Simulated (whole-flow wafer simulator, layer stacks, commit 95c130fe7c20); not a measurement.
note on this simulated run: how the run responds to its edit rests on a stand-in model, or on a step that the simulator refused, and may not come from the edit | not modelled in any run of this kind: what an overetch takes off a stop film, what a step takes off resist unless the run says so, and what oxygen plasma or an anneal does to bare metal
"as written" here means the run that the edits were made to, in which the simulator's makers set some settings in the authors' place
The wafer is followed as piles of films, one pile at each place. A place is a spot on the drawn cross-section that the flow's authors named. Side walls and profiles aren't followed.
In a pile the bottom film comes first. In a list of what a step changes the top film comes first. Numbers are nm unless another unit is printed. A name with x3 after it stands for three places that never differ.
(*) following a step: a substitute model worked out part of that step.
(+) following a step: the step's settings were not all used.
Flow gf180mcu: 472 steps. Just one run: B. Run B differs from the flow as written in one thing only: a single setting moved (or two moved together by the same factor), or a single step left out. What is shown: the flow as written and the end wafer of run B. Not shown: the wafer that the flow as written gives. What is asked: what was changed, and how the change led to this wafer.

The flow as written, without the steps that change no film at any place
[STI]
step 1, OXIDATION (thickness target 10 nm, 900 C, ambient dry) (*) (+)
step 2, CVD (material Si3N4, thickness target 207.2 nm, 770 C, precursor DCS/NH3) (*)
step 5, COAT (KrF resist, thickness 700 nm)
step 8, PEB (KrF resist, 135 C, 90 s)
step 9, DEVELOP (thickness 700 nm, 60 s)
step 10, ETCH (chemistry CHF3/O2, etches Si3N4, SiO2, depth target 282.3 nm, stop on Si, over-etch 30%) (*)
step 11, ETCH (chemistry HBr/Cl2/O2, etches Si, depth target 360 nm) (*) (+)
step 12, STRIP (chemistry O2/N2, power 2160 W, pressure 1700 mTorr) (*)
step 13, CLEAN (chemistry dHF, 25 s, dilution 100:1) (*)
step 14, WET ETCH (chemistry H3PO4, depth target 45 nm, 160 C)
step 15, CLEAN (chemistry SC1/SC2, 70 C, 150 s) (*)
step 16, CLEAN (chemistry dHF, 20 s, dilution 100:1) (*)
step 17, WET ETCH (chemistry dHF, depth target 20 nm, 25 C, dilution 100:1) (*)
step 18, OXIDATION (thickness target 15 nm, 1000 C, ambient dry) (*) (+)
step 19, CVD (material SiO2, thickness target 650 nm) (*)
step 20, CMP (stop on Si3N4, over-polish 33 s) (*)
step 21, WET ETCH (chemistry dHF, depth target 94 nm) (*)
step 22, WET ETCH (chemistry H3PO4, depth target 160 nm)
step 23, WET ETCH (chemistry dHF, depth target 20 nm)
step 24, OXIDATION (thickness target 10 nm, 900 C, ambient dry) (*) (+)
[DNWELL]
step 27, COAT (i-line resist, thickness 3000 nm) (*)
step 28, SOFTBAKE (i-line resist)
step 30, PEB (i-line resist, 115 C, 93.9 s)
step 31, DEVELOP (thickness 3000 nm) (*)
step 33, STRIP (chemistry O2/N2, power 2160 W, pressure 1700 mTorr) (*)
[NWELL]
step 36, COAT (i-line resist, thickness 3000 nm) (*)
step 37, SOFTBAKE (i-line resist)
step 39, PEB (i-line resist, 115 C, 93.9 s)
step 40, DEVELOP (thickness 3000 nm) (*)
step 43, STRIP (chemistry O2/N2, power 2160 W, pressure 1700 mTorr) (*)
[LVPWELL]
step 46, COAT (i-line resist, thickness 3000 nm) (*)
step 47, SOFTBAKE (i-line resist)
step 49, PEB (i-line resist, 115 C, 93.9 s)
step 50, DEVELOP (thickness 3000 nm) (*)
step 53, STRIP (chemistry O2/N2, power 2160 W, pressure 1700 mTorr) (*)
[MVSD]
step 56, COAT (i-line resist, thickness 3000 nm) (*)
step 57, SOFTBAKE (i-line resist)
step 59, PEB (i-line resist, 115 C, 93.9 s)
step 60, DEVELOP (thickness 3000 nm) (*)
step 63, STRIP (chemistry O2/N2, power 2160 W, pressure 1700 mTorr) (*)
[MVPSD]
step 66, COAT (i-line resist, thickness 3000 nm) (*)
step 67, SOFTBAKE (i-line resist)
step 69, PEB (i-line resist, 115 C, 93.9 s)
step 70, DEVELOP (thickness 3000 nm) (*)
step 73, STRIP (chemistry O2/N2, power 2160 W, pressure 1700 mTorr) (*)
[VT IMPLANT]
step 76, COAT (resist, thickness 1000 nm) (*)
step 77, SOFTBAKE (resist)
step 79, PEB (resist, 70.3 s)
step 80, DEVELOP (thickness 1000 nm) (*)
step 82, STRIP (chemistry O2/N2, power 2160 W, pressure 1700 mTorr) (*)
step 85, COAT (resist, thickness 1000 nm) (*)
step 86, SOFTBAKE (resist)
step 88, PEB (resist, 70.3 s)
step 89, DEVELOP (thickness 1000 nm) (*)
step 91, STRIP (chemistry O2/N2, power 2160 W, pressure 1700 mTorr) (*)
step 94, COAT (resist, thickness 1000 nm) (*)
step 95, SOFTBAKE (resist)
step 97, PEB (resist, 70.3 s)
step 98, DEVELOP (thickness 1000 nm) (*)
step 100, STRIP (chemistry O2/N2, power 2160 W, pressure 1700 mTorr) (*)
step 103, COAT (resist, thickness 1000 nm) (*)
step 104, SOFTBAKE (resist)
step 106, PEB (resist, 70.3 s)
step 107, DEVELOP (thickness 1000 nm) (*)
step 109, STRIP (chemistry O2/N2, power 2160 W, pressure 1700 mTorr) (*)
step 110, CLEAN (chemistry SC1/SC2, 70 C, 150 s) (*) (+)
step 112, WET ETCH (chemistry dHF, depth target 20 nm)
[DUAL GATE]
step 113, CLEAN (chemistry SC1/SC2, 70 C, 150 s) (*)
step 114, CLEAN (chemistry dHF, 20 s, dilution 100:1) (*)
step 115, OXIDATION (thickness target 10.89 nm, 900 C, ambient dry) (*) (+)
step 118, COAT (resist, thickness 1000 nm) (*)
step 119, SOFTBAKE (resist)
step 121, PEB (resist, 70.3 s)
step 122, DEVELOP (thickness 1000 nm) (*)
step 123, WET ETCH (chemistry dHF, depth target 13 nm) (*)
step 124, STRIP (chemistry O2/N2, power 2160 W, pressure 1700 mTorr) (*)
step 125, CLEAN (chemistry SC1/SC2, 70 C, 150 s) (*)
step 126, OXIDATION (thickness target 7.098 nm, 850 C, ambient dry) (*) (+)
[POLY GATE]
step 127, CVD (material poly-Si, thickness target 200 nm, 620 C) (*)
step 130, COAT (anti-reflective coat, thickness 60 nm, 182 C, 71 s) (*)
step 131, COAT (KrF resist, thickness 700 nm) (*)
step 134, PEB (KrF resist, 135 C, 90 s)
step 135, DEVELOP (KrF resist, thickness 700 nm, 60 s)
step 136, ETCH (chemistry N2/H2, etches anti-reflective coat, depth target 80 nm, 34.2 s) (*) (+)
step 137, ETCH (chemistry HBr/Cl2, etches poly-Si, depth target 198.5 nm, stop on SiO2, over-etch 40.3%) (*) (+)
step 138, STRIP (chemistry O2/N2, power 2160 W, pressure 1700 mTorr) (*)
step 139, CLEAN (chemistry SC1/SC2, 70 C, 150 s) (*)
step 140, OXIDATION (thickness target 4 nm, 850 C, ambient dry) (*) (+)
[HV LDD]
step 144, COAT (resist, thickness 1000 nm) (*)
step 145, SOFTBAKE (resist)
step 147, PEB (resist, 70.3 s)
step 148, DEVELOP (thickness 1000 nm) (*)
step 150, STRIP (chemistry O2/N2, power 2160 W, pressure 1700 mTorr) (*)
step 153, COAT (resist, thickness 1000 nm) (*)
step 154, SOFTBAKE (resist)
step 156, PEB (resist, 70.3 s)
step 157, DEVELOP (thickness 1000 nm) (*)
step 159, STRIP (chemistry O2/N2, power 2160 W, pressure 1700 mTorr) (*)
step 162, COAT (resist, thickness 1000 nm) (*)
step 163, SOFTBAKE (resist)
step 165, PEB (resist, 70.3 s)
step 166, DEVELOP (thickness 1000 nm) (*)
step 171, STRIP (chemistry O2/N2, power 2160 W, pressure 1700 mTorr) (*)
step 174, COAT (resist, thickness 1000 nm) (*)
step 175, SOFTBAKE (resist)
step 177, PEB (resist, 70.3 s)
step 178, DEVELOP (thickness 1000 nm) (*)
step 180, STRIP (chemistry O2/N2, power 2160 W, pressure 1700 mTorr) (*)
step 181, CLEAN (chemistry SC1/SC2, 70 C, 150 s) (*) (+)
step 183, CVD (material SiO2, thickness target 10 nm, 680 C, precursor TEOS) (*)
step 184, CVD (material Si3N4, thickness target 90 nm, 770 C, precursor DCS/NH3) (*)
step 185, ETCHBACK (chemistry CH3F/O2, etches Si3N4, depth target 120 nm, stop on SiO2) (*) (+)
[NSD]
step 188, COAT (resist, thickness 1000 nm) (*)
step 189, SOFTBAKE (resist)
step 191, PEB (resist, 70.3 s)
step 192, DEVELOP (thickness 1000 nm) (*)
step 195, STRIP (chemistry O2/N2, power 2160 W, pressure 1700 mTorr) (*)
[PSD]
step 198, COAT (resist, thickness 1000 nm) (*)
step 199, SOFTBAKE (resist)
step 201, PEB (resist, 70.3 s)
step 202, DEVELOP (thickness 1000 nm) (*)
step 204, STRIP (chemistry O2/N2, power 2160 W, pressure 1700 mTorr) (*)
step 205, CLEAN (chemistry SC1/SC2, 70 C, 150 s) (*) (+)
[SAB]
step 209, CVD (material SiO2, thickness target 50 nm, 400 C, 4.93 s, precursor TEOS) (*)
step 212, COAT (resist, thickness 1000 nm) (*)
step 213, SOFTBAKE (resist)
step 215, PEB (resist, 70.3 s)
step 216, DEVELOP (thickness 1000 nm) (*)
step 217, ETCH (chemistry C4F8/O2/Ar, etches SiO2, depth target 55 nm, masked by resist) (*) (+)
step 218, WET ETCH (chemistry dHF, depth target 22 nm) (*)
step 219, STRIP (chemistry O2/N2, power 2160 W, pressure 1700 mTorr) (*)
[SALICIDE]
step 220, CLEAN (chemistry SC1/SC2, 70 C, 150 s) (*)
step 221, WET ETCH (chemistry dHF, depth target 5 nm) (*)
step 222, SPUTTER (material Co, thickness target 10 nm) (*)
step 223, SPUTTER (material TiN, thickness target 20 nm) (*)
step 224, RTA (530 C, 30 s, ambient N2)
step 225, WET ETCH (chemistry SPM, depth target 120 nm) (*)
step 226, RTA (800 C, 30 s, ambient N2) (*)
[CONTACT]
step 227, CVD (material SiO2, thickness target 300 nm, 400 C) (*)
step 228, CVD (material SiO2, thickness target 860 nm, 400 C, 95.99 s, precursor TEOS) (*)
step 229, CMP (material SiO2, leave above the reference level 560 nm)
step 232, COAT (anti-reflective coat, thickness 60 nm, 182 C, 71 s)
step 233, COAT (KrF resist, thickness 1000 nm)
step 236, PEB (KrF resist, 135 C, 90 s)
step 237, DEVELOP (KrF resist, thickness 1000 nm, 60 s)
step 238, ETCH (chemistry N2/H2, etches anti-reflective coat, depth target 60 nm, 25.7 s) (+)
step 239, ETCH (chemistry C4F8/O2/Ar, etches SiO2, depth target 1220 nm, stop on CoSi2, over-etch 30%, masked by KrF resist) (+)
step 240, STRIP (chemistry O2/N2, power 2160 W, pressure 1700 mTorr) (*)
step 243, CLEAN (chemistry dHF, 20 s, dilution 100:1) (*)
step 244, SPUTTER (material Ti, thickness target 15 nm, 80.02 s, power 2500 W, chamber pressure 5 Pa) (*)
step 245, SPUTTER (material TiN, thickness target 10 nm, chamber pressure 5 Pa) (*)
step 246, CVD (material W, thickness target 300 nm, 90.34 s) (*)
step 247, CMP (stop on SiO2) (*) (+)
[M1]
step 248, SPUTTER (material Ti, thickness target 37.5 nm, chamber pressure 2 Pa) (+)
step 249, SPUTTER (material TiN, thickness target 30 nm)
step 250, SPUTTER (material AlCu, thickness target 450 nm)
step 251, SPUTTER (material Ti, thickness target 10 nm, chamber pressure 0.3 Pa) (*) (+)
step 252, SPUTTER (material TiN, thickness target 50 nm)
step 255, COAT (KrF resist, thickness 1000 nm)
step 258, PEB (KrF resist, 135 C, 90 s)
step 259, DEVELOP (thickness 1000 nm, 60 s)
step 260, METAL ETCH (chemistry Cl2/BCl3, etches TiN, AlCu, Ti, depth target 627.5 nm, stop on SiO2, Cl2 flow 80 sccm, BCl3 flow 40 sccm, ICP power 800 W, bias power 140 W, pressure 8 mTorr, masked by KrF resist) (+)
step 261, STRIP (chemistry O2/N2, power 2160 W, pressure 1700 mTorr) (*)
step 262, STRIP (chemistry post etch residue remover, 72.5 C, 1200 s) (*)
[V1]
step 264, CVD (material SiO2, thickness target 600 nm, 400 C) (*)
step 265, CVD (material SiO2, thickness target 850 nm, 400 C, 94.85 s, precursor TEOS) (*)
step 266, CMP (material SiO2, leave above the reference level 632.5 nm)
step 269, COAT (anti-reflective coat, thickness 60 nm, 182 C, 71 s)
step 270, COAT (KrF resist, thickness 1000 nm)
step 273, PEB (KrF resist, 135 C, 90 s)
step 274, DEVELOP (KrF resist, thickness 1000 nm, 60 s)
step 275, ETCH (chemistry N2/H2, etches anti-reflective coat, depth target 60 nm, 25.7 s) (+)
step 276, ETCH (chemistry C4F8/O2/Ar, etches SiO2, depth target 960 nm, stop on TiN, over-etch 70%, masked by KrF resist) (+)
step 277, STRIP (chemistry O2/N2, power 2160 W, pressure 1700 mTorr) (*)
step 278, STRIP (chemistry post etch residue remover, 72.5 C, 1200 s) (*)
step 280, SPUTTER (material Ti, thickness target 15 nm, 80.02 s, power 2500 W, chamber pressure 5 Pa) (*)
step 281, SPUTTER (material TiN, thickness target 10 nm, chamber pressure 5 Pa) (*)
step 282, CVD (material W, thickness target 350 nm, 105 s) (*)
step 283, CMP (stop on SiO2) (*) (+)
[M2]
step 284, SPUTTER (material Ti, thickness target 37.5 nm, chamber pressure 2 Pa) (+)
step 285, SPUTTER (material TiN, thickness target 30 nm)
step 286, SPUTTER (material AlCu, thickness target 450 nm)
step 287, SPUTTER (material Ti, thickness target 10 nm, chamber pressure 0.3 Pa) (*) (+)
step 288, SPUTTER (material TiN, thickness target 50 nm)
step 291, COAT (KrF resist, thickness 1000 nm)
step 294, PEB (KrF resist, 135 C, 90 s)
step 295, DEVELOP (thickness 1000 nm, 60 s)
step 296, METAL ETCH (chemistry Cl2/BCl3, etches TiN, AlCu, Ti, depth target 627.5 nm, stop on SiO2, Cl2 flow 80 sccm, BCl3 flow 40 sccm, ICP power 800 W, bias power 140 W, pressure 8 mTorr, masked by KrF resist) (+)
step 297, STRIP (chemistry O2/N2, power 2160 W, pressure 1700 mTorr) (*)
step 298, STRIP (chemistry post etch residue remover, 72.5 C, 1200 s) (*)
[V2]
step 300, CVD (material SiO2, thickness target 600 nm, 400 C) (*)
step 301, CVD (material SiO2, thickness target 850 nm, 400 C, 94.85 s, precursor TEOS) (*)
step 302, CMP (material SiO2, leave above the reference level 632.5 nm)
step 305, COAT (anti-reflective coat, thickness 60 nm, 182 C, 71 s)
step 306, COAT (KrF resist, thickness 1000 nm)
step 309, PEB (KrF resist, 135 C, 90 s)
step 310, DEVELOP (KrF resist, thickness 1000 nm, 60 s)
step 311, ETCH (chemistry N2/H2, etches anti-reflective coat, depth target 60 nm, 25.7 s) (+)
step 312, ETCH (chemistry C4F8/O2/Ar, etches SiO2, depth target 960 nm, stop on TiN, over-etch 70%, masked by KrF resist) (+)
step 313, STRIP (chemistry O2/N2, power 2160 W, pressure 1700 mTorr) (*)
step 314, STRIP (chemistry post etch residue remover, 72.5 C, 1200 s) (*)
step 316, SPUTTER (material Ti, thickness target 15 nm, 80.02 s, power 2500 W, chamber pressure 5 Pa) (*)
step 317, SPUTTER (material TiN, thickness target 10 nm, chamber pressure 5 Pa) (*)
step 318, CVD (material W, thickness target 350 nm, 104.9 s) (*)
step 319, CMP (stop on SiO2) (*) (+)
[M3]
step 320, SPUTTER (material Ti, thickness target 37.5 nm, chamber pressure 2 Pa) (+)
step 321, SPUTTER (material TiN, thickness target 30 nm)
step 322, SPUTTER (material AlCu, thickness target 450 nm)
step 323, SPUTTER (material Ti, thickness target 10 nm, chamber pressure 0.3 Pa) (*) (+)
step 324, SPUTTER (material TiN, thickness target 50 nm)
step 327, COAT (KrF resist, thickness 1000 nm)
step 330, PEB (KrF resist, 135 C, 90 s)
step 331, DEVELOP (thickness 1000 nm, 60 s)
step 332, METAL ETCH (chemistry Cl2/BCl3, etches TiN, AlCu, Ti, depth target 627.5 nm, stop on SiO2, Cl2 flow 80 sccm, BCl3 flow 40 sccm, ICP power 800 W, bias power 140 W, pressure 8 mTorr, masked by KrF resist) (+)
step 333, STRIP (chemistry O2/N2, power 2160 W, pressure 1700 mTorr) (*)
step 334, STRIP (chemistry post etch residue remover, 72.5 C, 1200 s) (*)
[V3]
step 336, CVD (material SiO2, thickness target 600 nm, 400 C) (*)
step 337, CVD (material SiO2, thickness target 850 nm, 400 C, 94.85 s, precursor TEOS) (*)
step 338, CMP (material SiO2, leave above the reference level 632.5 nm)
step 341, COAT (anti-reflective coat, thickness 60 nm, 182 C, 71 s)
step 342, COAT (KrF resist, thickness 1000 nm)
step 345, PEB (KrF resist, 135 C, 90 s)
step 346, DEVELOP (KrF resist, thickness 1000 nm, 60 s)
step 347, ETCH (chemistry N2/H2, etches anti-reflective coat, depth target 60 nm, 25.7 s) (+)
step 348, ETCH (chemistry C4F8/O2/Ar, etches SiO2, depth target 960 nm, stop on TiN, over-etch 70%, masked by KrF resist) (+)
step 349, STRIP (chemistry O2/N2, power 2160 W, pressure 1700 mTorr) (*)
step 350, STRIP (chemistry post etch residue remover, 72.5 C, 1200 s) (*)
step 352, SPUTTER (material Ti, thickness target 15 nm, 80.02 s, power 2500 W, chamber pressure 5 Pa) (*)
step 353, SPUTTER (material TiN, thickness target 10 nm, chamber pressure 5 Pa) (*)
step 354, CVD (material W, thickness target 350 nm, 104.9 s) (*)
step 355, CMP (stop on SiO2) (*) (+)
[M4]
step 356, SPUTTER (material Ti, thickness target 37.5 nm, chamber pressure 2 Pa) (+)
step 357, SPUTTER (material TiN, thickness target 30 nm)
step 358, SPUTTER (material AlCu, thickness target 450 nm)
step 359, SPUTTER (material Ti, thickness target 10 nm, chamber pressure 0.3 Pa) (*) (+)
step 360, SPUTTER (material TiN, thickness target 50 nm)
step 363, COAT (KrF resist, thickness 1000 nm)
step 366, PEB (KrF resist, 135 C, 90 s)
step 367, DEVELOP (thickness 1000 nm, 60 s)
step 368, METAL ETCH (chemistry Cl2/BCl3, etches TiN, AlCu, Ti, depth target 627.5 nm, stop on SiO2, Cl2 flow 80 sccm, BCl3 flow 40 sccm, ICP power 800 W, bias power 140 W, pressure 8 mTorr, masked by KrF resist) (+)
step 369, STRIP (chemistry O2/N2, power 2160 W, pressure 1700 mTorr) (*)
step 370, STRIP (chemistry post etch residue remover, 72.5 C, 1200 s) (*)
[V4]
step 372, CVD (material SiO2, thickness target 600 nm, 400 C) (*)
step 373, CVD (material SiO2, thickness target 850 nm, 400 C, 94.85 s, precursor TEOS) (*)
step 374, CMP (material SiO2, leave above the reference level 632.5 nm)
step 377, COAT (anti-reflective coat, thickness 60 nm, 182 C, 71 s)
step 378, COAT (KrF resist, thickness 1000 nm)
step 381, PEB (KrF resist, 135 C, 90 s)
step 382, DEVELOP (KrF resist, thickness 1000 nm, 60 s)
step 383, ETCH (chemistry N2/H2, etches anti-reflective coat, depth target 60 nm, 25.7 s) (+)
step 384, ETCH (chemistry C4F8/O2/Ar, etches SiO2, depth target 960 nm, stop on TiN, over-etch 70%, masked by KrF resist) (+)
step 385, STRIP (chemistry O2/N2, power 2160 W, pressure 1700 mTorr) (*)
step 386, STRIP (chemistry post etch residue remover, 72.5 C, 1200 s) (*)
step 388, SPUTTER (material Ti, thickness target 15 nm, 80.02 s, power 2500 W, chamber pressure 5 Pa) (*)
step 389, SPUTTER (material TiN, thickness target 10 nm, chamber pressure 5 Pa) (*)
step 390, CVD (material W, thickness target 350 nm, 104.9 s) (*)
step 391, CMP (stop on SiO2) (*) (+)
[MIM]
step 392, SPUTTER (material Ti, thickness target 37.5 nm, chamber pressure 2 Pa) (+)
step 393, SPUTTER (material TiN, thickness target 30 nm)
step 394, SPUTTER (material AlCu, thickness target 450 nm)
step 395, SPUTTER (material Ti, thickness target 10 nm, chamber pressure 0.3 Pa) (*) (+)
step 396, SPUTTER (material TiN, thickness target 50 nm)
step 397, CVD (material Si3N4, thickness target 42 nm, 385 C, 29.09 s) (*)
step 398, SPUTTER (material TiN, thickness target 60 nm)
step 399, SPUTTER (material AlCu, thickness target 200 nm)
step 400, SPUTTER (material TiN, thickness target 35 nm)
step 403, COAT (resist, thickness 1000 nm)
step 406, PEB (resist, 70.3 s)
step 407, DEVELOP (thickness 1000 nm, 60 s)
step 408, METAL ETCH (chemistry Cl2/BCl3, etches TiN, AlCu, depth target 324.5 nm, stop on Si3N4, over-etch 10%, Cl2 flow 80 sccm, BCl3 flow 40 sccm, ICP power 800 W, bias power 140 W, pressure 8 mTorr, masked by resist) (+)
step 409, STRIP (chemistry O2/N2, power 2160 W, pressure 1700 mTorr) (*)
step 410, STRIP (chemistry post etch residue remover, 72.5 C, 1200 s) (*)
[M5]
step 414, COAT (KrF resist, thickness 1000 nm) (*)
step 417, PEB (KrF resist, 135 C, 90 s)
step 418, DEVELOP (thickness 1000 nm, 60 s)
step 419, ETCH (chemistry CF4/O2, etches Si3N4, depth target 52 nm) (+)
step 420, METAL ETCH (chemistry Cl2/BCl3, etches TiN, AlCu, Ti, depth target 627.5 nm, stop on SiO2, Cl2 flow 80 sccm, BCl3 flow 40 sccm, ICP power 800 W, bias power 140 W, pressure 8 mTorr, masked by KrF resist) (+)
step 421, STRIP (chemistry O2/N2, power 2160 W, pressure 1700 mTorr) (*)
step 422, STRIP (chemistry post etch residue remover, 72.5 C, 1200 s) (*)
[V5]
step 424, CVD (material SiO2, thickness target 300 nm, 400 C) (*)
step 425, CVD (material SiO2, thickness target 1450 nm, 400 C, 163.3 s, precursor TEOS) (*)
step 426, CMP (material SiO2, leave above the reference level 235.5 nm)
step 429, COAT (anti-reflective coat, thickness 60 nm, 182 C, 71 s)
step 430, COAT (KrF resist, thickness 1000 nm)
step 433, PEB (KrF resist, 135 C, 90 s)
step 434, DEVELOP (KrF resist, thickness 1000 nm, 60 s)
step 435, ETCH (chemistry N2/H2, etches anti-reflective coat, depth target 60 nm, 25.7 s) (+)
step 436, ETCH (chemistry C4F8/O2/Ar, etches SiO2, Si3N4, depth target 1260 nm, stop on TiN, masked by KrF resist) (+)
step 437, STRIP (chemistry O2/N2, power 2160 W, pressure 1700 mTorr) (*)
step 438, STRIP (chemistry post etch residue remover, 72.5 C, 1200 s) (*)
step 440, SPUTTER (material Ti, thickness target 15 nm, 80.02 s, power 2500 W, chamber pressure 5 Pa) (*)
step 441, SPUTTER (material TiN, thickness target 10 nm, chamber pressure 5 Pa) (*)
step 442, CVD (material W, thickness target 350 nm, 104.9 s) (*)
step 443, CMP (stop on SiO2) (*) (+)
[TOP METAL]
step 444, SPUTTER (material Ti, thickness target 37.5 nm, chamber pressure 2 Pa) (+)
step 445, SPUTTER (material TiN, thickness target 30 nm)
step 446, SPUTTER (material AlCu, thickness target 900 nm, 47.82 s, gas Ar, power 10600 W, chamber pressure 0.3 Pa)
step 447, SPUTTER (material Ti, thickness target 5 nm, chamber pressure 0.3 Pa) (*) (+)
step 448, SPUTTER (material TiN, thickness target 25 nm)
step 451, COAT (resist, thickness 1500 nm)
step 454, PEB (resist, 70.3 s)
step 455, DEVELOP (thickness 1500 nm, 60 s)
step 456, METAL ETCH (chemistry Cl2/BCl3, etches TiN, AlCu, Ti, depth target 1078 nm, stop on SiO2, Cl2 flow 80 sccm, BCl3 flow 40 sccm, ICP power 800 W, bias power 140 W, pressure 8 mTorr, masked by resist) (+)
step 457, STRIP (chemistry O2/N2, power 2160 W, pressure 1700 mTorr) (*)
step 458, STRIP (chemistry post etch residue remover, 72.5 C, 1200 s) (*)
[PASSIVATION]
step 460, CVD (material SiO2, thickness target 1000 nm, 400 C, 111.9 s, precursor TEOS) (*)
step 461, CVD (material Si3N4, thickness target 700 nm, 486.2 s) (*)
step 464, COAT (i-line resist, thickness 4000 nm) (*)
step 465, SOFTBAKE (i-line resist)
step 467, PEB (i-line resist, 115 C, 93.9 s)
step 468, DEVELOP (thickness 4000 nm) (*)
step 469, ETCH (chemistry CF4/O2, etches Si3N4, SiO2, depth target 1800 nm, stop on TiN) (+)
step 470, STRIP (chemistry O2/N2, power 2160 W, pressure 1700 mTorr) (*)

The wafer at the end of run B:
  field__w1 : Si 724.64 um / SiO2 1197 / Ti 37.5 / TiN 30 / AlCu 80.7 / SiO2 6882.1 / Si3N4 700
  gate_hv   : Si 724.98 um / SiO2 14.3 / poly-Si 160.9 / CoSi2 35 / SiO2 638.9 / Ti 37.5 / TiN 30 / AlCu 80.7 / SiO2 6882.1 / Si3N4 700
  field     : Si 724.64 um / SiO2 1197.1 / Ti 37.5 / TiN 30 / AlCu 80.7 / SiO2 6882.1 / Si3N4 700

The reason: step 260, METAL ETCH: depth target 423.6 nm was run, though the flow has depth target 627.5 nm.

Step by step, how the change led to this:
  step 260, METAL ETCH (chemistry Cl2/BCl3, etches TiN, AlCu, Ti, depth target 627.5 nm, stop on SiO2, Cl2 flow 80 sccm, BCl3 flow 40 sccm, ICP power 800 W, bias power 140 W, pressure 8 mTorr, masked by KrF resist) (+)
      field, field__w1, field__w2 and 99 more: TiN loses 50 (all of it), Ti loses 10 (all of it), AlCu loses 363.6 (it would be, as written: TiN loses 50 (all of it), Ti loses 10 (all of it), AlCu loses 450 (all of it), TiN loses 30 (all of it), Ti loses 37.5 (all of it))
      field__w8, contact, m1 and 6 more: KrF resist loses 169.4 (it would be, as written: KrF resist loses 251)
  step 261, STRIP (chemistry O2/N2, power 2160 W, pressure 1700 mTorr) (*)
      field__w8, contact, m1 and 6 more: KrF resist loses 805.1 (all of it) (it would be, as written: KrF resist loses 723.5 (all of it))
  step 262, STRIP (chemistry post etch residue remover, 72.5 C, 1200 s) (*)
      field, field__w1, field__w2 and 99 more: AlCu loses 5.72 (it would be, as written: nothing)
  step 264, CVD (material SiO2, thickness target 600 nm, 400 C) (*)
      field, field__w1, field__w2 and 99 more: SiO2 gains 600 (new film) (it would be, as written: SiO2 gains 600)
  step 266, CMP (material SiO2, leave above the reference level 632.5 nm)
      field, field__w1, field__w2 and 99 more: SiO2 loses 448.2 (it would be, as written: SiO2 loses 300)
With metal films that touch counted as one body, field__w1 has 1 body; the flow as written gives 0 bodies.
With metal films that touch counted as one body, gate_hv has 2 bodies (between them, from the top down: SiO2 638.9); the flow as written gives 1 body.
With metal films that touch counted as one body, field has 1 body; the flow as written gives 0 bodies.
